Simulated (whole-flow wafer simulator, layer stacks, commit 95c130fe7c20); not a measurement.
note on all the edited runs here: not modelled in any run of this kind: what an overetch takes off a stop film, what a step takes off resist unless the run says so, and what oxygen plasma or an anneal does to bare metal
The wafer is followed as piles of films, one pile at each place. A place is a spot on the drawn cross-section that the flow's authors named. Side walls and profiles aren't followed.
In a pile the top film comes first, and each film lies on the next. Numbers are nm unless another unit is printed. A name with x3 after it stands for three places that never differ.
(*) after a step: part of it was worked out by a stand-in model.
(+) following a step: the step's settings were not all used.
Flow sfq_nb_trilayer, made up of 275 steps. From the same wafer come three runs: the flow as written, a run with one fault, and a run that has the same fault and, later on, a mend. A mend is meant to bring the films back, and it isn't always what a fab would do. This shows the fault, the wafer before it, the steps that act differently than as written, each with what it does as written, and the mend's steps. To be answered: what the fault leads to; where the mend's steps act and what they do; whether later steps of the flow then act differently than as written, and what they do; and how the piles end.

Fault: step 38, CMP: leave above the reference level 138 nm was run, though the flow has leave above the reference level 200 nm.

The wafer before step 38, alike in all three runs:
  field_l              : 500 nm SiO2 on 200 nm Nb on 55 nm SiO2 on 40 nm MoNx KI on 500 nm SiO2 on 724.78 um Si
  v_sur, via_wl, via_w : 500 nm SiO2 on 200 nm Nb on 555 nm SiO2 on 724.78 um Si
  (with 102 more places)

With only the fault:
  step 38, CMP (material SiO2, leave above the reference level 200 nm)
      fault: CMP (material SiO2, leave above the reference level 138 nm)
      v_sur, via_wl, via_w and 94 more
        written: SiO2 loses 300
        fault: SiO2 loses 362
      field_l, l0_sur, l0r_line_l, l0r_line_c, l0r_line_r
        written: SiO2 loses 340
        fault: SiO2 loses 402
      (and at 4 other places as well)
  Steps further on in the flow that do not act as written (4 other steps are not shown; they differ only slightly, by no more than 2% or 0.5 nm, whichever is larger):
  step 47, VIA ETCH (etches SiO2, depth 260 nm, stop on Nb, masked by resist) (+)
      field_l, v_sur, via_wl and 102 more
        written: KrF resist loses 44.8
        fault: KrF resist loses 35.6
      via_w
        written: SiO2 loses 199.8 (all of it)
        fault: SiO2 loses 137.8 (all of it)
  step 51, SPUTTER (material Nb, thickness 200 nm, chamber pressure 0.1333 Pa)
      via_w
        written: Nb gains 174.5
        fault: Nb gains 187.1
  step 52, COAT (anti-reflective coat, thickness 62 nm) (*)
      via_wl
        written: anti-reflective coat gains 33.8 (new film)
        fault: anti-reflective coat gains 36.2 (new film)
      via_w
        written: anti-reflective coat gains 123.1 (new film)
        fault: anti-reflective coat gains 109 (new film)
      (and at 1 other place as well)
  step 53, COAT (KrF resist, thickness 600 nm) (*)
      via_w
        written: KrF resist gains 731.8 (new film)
        fault: KrF resist gains 681.2 (new film)
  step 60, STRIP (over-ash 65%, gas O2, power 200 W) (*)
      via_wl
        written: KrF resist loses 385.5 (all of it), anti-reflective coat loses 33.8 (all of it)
        fault: KrF resist loses 390.8 (all of it), anti-reflective coat loses 36.2 (all of it)
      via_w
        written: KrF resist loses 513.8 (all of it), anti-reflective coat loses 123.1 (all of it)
        fault: KrF resist loses 463.4 (all of it), anti-reflective coat loses 109 (all of it)
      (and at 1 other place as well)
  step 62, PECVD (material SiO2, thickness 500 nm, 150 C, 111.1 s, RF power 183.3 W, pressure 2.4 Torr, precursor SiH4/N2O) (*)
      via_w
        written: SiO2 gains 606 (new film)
        fault: SiO2 gains 506.9 (new film)
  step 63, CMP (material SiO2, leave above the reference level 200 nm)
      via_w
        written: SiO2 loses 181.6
        fault: SiO2 loses 157.1
  By the end, the piles at field_l, v_sur, via_wl and 102 more depart from the flow's by more than 2% or 0.5 nm, whichever is larger.
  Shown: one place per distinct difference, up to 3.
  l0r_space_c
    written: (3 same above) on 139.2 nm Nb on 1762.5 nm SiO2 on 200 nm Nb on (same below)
    fault: (3 same above) on 139.2 nm Nb on 1700.5 nm SiO2 on 200 nm Nb on (same below)
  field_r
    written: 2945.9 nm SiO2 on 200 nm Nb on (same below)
    fault: 2883.9 nm SiO2 on 200 nm Nb on (same below)
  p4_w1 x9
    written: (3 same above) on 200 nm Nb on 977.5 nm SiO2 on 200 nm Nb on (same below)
    fault: (3 same above) on 200 nm Nb on 915.5 nm SiO2 on 200 nm Nb on (same below)

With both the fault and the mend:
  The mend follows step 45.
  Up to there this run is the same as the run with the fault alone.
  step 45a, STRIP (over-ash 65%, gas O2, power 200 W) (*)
      field_l, v_sur, via_wl and 102 more
        KrF resist loses 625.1 (all of it), anti-reflective coat loses 62 (all of it)
      via_w
        anti-reflective coat loses 62 (all of it)
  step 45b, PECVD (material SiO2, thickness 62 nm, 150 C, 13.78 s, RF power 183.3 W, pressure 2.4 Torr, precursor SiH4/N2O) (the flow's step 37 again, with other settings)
      field_l, v_sur, via_wl and 103 more
        SiO2 gains 62
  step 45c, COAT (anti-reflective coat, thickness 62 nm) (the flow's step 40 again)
      field_l, v_sur, via_wl and 103 more
        anti-reflective coat gains 62 (new film)
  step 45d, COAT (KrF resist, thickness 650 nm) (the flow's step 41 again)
      field_l, v_sur, via_wl and 103 more
        KrF resist gains 650 (new film)
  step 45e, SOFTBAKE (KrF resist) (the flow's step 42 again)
      leaves every film unchanged at each place that is followed
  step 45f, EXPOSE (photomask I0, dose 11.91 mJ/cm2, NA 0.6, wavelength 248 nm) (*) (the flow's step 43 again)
      leaves every film unchanged at each place that is followed
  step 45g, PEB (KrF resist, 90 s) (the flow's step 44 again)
      field_l, v_sur, via_wl and 103 more
        KrF resist loses 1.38
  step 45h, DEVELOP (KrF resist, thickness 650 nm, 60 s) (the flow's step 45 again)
      field_l, v_sur, via_wl and 102 more
        KrF resist loses 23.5
      via_w
        KrF resist loses 648.6 (all of it)
  Every later step of the flow that is run acts as written at every place that is followed.
  By the end, the piles equal the flow's at every place that both follow.
